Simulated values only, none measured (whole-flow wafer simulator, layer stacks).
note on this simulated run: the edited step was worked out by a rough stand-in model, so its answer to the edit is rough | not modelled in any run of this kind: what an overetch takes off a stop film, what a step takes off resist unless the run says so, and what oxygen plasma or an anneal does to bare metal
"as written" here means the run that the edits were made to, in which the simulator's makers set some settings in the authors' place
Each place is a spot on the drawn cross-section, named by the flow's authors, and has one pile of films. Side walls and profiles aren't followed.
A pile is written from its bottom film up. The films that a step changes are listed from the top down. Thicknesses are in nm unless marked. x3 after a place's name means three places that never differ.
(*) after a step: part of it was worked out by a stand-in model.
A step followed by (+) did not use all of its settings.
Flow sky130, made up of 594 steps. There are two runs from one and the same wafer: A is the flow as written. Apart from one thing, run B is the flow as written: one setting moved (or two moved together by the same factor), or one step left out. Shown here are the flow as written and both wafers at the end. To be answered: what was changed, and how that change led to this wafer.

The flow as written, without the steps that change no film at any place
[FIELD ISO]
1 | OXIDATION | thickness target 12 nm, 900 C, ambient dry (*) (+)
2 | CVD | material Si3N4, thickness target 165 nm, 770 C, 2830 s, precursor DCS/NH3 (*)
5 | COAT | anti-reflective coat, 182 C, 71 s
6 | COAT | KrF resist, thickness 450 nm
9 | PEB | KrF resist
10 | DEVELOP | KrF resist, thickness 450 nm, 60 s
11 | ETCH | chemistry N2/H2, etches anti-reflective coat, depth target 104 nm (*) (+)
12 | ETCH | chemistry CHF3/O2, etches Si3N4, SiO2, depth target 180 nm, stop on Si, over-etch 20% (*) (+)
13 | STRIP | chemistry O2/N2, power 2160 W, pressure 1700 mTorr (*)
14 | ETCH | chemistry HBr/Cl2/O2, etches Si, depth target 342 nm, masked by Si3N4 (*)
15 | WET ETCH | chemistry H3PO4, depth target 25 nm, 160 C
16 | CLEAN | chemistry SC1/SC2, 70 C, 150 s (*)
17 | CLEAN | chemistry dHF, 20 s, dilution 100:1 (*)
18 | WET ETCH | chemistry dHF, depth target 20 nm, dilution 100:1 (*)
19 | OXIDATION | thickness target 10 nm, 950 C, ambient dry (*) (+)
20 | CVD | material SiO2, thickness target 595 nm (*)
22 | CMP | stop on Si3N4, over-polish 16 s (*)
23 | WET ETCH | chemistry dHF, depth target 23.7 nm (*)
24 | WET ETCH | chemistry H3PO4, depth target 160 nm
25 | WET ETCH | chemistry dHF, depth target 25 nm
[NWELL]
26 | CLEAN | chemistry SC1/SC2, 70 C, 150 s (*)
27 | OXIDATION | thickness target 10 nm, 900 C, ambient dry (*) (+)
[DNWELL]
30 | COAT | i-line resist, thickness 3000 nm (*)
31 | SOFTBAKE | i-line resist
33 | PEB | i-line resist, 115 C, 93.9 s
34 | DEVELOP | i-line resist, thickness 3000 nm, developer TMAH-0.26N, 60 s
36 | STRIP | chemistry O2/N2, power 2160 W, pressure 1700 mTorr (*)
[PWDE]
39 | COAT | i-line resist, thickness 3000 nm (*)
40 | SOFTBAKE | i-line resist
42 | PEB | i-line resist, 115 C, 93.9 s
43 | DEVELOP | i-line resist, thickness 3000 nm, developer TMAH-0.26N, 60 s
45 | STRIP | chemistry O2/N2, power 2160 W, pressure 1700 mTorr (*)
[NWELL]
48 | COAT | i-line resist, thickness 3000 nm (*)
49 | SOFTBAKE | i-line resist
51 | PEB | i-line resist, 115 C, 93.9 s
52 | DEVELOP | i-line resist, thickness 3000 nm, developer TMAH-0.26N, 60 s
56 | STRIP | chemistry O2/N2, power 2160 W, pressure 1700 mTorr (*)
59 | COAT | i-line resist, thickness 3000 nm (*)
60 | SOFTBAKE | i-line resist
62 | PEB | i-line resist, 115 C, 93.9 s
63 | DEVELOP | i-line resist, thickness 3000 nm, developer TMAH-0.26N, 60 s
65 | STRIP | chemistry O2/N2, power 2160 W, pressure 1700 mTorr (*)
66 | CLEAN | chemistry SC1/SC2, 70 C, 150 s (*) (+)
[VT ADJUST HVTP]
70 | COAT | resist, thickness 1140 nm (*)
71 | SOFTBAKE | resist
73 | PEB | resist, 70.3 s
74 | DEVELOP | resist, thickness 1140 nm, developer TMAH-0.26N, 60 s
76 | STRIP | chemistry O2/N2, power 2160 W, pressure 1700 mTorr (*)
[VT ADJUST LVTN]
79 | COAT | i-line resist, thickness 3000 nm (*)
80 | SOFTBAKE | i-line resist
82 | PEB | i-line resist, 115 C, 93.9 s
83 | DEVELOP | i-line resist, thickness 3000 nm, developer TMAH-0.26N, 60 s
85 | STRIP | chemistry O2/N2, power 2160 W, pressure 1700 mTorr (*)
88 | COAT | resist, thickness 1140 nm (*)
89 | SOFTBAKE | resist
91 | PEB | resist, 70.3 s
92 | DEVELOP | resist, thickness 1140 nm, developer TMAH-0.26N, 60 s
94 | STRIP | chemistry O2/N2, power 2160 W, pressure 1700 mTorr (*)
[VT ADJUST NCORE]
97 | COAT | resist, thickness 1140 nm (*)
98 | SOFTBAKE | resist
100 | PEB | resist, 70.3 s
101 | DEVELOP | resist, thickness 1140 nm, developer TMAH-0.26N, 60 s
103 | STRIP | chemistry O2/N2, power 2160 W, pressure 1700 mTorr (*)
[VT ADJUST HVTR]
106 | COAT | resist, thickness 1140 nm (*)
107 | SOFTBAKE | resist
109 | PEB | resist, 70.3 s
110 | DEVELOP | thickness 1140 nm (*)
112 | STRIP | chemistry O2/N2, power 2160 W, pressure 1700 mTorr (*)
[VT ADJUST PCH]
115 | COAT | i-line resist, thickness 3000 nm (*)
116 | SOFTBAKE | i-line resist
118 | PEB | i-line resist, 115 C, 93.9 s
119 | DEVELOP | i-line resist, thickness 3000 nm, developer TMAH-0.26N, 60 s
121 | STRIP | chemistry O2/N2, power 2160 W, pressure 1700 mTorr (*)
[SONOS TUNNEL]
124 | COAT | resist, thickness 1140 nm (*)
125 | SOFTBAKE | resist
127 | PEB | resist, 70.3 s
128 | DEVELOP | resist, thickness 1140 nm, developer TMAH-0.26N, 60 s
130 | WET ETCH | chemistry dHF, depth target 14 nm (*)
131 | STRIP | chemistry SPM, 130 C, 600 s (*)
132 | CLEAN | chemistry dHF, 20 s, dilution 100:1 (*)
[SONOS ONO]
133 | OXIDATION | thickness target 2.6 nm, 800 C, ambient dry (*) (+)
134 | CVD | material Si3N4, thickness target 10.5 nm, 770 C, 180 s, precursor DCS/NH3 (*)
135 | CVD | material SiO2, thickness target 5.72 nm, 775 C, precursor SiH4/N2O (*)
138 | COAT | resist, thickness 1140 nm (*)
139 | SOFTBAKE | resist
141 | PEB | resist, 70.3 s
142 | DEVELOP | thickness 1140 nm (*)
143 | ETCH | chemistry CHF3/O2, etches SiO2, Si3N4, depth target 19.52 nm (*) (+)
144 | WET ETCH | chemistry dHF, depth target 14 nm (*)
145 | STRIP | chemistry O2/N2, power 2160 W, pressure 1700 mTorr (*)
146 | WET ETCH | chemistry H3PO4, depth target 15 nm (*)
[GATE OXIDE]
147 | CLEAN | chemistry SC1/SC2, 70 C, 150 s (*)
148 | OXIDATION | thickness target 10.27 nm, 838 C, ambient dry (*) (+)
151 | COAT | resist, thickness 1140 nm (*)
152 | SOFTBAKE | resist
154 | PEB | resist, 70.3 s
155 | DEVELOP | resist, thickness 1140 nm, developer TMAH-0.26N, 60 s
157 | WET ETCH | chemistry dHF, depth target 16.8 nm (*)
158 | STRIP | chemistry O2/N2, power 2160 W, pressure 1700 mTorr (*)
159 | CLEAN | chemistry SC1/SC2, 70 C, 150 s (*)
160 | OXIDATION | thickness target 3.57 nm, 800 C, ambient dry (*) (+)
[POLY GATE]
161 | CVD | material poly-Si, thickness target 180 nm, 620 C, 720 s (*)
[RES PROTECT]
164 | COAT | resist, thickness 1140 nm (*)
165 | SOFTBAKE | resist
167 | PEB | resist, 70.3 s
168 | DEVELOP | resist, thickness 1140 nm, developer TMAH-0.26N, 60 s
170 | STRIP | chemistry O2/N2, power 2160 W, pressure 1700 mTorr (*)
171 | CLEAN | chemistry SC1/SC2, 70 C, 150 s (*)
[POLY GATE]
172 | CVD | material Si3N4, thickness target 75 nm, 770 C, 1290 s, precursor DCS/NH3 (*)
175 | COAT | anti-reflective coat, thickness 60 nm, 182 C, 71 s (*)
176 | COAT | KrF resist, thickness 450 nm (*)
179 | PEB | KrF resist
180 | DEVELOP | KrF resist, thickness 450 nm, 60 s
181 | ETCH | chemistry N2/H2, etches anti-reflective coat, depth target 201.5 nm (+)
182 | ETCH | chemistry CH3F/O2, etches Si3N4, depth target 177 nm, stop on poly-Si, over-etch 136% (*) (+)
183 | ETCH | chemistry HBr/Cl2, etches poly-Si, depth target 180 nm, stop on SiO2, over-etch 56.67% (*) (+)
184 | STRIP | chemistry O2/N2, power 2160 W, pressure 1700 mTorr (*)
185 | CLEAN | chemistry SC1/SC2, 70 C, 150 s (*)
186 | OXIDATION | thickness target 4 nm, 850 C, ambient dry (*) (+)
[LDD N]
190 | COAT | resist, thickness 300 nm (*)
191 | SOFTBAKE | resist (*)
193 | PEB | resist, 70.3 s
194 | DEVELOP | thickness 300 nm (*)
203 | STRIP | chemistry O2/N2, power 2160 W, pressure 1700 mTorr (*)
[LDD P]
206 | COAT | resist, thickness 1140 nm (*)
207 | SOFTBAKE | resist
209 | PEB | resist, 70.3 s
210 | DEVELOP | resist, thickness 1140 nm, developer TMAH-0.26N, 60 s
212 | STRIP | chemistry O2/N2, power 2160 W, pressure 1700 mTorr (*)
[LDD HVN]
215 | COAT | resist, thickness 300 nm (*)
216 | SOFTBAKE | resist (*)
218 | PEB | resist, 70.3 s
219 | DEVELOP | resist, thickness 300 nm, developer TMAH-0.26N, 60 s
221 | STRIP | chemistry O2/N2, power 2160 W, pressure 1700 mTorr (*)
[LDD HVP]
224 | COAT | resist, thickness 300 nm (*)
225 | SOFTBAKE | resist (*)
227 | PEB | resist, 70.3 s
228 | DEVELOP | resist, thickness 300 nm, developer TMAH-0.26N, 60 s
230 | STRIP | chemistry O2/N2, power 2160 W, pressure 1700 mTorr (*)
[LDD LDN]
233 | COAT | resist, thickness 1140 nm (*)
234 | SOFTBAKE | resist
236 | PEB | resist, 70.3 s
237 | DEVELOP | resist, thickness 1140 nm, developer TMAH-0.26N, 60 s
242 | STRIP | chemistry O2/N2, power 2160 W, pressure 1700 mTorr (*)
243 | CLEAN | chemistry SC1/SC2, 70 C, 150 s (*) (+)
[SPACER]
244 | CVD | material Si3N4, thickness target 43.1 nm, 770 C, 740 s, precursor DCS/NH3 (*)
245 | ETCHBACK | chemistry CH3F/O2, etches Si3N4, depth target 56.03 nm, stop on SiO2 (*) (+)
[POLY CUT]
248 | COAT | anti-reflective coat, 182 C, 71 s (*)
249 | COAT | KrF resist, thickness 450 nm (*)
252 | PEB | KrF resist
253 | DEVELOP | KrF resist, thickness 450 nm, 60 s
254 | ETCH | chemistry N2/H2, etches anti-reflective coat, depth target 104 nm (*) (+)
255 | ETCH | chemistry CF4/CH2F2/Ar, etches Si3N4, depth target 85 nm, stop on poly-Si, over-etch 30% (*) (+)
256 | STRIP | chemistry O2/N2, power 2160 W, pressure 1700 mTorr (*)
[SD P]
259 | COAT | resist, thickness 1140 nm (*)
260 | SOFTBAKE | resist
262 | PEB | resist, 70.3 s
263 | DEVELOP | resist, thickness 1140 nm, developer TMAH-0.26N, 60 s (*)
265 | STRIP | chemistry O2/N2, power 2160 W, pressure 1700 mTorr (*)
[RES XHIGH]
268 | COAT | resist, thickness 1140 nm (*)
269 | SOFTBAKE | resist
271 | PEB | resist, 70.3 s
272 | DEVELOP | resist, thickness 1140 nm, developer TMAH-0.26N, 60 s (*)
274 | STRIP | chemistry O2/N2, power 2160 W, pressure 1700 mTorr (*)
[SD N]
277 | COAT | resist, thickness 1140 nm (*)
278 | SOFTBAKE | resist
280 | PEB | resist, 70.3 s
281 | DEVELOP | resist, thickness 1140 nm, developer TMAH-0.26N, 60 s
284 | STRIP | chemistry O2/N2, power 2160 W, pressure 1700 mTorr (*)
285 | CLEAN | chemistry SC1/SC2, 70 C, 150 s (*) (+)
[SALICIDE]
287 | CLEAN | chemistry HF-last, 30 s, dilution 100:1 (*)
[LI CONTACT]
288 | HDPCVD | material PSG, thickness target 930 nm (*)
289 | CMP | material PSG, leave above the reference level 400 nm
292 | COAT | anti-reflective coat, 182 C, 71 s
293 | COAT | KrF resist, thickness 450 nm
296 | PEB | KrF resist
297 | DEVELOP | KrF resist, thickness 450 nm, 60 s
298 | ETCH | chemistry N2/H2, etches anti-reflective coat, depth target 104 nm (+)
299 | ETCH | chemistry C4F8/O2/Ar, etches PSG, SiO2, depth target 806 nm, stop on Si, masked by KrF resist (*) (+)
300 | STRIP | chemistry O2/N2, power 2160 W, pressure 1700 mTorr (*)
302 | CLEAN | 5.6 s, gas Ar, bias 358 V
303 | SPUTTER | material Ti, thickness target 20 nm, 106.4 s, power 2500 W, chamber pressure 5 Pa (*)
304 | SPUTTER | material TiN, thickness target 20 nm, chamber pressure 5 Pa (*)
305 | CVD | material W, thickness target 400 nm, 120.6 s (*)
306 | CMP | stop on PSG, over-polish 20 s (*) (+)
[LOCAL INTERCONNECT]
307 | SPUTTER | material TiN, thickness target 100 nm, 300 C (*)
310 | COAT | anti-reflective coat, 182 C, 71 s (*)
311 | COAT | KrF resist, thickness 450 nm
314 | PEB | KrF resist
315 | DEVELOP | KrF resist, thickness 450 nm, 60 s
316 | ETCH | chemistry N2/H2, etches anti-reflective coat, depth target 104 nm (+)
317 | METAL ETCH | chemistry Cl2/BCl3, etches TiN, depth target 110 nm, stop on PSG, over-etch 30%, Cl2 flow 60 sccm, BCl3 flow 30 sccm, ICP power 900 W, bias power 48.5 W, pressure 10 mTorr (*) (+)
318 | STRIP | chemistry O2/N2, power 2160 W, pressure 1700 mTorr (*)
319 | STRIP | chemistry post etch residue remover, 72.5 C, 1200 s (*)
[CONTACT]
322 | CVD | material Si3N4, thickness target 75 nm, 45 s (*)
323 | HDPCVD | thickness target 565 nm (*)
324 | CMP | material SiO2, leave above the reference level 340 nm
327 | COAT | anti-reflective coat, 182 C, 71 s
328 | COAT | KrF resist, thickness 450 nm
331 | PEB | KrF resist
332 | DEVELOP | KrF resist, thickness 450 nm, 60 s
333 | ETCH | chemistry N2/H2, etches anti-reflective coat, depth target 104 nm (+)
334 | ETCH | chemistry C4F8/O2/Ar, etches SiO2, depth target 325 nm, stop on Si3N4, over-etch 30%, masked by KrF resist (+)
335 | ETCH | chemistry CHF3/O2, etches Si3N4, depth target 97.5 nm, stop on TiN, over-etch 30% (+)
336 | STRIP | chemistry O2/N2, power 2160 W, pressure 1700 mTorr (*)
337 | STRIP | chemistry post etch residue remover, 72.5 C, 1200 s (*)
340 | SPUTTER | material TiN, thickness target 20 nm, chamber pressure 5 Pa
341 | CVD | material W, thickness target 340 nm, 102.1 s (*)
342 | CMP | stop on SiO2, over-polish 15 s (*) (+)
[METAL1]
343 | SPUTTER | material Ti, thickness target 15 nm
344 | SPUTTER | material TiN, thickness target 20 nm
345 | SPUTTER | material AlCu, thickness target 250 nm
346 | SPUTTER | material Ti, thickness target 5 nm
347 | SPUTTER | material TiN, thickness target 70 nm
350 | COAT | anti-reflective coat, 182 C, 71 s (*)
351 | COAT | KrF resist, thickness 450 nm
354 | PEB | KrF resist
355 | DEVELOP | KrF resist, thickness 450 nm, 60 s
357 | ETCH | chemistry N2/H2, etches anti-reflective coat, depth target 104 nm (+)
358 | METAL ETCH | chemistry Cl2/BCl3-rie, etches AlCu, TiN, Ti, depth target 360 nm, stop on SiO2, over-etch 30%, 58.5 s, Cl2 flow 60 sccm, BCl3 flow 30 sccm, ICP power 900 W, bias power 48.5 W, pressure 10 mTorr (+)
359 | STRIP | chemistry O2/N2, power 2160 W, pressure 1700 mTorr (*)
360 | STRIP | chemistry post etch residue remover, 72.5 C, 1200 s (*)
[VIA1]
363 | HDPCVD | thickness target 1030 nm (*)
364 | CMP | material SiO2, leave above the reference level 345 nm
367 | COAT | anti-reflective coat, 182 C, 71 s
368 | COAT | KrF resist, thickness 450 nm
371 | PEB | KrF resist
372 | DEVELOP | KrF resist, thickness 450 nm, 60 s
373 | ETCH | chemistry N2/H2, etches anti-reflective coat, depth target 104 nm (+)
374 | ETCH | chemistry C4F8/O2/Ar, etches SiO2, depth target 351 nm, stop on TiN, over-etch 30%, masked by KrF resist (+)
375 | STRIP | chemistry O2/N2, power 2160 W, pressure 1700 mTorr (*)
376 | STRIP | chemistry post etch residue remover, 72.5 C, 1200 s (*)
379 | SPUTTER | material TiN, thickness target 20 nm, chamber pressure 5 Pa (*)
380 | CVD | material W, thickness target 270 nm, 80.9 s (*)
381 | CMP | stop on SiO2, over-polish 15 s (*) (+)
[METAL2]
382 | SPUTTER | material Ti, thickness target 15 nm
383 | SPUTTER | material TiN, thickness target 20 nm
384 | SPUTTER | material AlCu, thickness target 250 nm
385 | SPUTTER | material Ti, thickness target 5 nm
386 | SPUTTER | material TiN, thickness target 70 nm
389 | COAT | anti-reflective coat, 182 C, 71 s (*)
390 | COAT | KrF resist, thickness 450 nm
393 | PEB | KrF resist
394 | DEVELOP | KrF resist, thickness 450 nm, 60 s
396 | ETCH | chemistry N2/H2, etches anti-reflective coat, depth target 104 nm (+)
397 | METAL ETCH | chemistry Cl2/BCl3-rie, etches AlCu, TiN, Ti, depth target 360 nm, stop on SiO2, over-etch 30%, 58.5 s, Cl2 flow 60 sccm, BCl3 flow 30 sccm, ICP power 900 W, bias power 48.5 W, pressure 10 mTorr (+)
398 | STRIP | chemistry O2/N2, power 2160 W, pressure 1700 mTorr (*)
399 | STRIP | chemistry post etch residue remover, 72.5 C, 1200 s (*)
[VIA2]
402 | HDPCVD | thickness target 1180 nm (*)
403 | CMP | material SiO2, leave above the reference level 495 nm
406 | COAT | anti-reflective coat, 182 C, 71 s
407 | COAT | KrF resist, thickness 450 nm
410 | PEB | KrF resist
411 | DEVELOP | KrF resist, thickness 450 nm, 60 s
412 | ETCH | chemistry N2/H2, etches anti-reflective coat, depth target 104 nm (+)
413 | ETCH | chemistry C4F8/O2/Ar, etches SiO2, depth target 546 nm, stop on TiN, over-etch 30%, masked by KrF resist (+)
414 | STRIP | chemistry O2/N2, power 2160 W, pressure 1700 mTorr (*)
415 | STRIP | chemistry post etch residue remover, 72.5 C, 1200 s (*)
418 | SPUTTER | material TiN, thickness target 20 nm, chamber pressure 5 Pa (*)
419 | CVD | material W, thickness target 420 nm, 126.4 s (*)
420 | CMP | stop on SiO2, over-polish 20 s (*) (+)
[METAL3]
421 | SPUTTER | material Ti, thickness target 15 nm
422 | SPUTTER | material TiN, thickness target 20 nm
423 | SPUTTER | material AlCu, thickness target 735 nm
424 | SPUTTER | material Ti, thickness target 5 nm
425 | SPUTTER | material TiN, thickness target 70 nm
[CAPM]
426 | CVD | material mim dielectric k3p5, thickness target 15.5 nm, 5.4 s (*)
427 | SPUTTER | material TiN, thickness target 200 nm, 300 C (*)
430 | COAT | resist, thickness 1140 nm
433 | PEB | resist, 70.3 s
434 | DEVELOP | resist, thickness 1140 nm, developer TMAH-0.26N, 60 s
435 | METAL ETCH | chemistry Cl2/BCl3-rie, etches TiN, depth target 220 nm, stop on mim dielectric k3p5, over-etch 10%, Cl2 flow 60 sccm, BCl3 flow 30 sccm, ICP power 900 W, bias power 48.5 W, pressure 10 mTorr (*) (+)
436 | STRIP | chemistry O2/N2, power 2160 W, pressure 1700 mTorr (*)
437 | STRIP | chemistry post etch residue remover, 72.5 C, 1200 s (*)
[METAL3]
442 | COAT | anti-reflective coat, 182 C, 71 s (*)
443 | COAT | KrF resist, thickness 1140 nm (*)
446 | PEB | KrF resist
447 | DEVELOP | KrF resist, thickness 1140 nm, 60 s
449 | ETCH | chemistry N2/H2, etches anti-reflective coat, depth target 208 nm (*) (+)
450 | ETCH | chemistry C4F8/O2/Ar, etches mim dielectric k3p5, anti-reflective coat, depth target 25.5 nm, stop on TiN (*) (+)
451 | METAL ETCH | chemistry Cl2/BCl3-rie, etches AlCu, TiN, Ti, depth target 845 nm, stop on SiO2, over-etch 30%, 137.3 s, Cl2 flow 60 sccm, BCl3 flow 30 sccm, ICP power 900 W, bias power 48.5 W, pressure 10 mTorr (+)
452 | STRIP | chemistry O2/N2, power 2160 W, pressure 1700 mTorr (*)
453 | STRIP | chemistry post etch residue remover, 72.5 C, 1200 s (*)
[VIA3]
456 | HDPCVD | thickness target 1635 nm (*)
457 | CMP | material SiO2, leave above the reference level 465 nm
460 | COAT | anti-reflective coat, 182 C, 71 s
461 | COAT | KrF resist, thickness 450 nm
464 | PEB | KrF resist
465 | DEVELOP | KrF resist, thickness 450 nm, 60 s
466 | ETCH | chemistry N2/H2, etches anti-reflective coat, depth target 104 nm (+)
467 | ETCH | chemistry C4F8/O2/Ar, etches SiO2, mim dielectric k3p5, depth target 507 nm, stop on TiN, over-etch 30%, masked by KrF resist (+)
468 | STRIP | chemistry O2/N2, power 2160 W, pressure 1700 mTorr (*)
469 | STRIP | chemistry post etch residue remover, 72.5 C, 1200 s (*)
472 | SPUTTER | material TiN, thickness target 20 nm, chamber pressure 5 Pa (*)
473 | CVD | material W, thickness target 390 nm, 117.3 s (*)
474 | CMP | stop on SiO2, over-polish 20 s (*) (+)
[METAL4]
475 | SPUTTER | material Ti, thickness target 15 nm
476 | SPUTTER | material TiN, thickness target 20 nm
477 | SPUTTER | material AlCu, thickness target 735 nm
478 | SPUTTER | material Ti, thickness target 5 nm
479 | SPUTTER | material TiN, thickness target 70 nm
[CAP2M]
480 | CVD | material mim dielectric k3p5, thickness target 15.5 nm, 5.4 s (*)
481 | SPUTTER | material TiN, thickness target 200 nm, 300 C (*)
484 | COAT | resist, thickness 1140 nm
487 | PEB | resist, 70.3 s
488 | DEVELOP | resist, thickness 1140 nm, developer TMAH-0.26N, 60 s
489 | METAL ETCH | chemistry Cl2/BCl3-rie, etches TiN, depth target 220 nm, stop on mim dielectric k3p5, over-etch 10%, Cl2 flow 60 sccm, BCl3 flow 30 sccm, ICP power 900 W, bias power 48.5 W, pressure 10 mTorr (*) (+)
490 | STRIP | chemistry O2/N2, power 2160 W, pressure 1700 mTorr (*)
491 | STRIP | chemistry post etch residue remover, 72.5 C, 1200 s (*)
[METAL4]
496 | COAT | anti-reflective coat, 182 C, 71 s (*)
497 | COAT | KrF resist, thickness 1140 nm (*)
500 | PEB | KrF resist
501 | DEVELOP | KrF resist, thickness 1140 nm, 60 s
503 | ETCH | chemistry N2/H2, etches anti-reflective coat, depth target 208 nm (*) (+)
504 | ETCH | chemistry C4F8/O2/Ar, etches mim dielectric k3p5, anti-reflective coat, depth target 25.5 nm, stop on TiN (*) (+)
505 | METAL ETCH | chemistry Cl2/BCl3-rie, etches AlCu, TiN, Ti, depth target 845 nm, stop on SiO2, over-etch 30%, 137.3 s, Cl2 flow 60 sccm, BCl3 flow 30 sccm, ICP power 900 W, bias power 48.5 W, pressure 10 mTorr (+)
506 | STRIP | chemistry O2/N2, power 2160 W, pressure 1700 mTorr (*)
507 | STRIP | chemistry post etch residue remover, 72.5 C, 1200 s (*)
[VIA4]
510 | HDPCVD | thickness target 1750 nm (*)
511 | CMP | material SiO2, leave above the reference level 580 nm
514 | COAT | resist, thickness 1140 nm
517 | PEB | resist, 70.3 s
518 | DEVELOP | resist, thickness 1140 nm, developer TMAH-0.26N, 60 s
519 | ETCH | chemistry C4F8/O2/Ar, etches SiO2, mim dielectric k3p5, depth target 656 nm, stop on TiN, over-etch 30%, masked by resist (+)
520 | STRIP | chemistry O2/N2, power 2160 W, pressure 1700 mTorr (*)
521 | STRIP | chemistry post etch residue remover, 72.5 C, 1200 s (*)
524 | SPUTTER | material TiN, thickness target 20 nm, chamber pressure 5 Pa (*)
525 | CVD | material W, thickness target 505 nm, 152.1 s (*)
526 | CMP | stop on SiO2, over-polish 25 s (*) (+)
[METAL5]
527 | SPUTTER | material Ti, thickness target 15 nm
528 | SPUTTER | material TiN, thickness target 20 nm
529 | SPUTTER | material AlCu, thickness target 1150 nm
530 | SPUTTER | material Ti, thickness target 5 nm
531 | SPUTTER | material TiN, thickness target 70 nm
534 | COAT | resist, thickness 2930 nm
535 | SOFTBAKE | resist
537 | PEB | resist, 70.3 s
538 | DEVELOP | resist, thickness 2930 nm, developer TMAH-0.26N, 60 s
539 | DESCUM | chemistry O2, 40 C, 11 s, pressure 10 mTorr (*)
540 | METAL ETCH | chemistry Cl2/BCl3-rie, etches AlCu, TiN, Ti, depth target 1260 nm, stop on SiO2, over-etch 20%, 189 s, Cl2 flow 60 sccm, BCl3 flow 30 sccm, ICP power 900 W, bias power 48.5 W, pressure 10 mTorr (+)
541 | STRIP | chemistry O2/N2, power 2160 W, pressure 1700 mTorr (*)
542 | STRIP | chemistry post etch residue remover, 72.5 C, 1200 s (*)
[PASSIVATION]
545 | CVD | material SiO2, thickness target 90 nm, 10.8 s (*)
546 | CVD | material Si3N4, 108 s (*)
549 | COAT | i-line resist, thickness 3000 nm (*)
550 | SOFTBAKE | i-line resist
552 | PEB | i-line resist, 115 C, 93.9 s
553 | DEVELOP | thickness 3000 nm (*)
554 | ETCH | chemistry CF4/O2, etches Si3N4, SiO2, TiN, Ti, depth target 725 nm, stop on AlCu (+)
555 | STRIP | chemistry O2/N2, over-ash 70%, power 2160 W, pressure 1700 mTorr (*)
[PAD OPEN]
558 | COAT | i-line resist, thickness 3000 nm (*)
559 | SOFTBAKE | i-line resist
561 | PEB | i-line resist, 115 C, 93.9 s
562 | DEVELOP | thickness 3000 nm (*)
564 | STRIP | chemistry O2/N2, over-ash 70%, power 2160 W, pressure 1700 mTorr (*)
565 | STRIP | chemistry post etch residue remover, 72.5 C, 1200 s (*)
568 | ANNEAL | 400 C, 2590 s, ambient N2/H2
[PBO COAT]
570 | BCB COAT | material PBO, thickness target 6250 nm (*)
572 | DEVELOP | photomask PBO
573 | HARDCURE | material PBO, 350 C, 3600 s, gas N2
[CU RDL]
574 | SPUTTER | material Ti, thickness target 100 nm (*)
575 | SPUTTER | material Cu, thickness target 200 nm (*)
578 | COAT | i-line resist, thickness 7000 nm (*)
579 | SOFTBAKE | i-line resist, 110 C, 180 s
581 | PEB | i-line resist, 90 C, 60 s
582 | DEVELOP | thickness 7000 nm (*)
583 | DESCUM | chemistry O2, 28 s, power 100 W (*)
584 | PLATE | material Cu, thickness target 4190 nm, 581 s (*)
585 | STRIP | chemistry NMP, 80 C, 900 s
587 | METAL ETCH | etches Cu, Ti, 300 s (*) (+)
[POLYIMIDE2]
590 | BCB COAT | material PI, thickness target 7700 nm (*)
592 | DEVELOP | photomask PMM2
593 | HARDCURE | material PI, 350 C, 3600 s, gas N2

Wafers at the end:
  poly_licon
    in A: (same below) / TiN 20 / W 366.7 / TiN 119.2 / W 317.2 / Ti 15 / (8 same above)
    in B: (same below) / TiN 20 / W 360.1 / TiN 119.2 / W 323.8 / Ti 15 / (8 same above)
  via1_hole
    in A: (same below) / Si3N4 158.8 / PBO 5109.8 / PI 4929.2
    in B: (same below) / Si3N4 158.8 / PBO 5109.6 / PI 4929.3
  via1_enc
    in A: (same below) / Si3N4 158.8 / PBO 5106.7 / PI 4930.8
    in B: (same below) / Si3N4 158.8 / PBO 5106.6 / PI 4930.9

Cause: step 305, CVD: thickness target 360 nm was run, though the flow has thickness target 400 nm; step 305, CVD: 108.5 s was run, where the flow has 120.6 s.

Step by step, how the change led to this:
  305 | CVD | material W, thickness target 400 nm, 120.6 s (*)
      field, active, n_well and 185 more: A +400 W (new film) | B +360.1 W (new film)
      ndiff_licon: A +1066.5 W (new film) | B +1026.7 W (new film)
      (and at 2 other places as well)
  306 | CMP | stop on PSG, over-polish 20 s (*) (+)
      poly_licon: A -33.3 W | B nothing
      field, active, n_well and 184 more: A -400 W (all of it), -20 TiN (all of it), -20 Ti (all of it), -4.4 PSG | B -360.1 W (all of it), -20 TiN (all of it), -20 Ti (all of it), -4.4 PSG
      (and at 3 other places as well)
  310 | COAT | anti-reflective coat, 182 C, 71 s (*)
      poly_licon: A +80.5 anti-reflective coat (new film) | B +87 anti-reflective coat (new film)
  318 | STRIP | chemistry O2/N2, power 2160 W, pressure 1700 mTorr (*)
      poly_licon: A -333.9 KrF resist (all of it), -80.5 anti-reflective coat (all of it) | B -333.9 KrF resist (all of it), -87 anti-reflective coat (all of it)
  324 | CMP | material SiO2, leave above the reference level 340 nm
      poly_licon: A -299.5 SiO2 | B -292.9 SiO2
  334 | ETCH | chemistry C4F8/O2/Ar, etches SiO2, depth target 325 nm, stop on Si3N4, over-etch 30%, masked by KrF resist (+)
      poly_licon: A -264.9 SiO2 (all of it) | B -271.5 SiO2 (all of it)
  342 | CMP | stop on SiO2, over-polish 15 s (*) (+)
      poly_licon: A -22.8 W | B -16.2 W
